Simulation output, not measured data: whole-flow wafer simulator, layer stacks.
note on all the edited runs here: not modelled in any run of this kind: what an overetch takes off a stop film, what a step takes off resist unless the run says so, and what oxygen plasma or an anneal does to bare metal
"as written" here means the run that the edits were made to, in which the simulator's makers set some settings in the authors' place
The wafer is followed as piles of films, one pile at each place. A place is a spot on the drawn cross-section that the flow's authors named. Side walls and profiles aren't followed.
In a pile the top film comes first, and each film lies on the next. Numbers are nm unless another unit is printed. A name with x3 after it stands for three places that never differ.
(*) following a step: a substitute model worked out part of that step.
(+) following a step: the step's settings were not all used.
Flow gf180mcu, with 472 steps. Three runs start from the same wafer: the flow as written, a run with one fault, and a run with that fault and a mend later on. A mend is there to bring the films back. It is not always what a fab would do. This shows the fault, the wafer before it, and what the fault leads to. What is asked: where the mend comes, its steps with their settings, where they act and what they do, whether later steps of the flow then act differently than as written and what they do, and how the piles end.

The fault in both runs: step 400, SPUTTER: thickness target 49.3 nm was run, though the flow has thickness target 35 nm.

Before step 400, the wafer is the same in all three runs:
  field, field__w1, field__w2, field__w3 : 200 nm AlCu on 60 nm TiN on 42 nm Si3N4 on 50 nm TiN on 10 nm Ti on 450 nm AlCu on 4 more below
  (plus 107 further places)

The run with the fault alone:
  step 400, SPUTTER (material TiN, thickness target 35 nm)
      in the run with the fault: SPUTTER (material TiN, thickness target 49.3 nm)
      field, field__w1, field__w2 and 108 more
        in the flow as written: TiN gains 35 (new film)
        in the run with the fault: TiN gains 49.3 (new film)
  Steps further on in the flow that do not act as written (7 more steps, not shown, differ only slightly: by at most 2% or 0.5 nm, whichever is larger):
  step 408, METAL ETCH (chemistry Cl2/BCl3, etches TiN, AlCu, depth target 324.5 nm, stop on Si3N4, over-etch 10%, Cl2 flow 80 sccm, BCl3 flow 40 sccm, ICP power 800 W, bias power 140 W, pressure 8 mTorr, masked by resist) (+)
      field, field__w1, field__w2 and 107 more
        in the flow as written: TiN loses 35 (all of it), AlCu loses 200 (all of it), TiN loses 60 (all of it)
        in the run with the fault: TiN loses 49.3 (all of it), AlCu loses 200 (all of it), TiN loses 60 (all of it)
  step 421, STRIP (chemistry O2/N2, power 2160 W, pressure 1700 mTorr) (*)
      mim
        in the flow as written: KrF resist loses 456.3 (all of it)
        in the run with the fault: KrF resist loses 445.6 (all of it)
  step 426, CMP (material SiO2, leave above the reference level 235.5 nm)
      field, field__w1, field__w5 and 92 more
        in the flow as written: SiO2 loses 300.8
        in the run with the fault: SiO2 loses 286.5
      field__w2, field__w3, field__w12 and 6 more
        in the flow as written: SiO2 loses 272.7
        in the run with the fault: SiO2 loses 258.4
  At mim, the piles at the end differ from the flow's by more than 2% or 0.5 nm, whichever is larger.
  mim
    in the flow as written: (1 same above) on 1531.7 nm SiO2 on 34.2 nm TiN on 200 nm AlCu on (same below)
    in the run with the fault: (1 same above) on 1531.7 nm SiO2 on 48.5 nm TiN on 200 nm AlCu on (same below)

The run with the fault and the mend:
  After step 400 comes the mend.
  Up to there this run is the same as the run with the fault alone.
  step 400a, METAL ETCH (chemistry Cl2/BCl3, etches TiN, AlCu, Ti, depth target 14.3 nm, Cl2 flow 80 sccm, BCl3 flow 40 sccm, ICP power 800 W, bias power 140 W, pressure 8 mTorr) (a further turn of the flow's step 260, with different settings)
      field, field__w1, field__w2 and 108 more
        TiN loses 14.3
  Every later step of the flow that is run acts as written at every place that is followed.
  At every place that both follow, the piles at the end match the flow's.
